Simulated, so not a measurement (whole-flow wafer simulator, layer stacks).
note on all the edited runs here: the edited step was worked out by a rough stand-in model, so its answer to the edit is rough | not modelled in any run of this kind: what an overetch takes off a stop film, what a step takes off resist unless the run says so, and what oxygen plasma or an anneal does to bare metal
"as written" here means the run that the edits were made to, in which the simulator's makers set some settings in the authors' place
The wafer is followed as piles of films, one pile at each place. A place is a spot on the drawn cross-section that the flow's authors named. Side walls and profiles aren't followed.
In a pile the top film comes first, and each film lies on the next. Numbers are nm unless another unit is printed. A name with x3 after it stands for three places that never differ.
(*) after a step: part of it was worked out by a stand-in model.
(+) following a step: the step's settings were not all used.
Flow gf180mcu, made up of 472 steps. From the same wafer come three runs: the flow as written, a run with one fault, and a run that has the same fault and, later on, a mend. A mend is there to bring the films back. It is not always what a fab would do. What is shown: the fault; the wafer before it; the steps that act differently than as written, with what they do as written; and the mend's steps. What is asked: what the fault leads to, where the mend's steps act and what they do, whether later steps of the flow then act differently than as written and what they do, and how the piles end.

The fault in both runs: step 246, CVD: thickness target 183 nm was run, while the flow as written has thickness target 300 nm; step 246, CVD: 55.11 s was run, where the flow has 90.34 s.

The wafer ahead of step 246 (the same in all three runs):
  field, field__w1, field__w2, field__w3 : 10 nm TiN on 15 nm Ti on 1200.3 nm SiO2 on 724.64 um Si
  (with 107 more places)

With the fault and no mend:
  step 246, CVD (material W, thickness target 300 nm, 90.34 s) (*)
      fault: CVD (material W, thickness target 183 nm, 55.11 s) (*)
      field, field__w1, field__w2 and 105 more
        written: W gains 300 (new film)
        fault: W gains 183.5 (new film)
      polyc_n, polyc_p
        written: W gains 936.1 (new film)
        fault: W gains 819.5 (new film)
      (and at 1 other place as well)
  Later steps of the flow acting differently than as written:
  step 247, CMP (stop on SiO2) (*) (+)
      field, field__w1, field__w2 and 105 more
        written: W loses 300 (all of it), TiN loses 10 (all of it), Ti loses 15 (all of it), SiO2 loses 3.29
        fault: W loses 183.5 (all of it), TiN loses 10 (all of it), Ti loses 15 (all of it), SiO2 loses 2.11
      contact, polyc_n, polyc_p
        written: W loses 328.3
        fault: W loses 210.6
  The piles end only slightly different from the flow's at the places that both follow, by no more than 2% or 0.5 nm, whichever is larger.

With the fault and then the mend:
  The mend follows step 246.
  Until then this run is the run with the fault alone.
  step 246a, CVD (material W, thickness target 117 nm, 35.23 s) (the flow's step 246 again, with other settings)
      field, field__w1, field__w2 and 108 more
        W gains 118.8
  Every later step of the flow that is run acts as written, at every place that is followed, to within 2% or 0.5 nm, whichever is larger.
  The piles end only slightly different from the flow's at the places that both follow, by no more than 2% or 0.5 nm, whichever is larger.
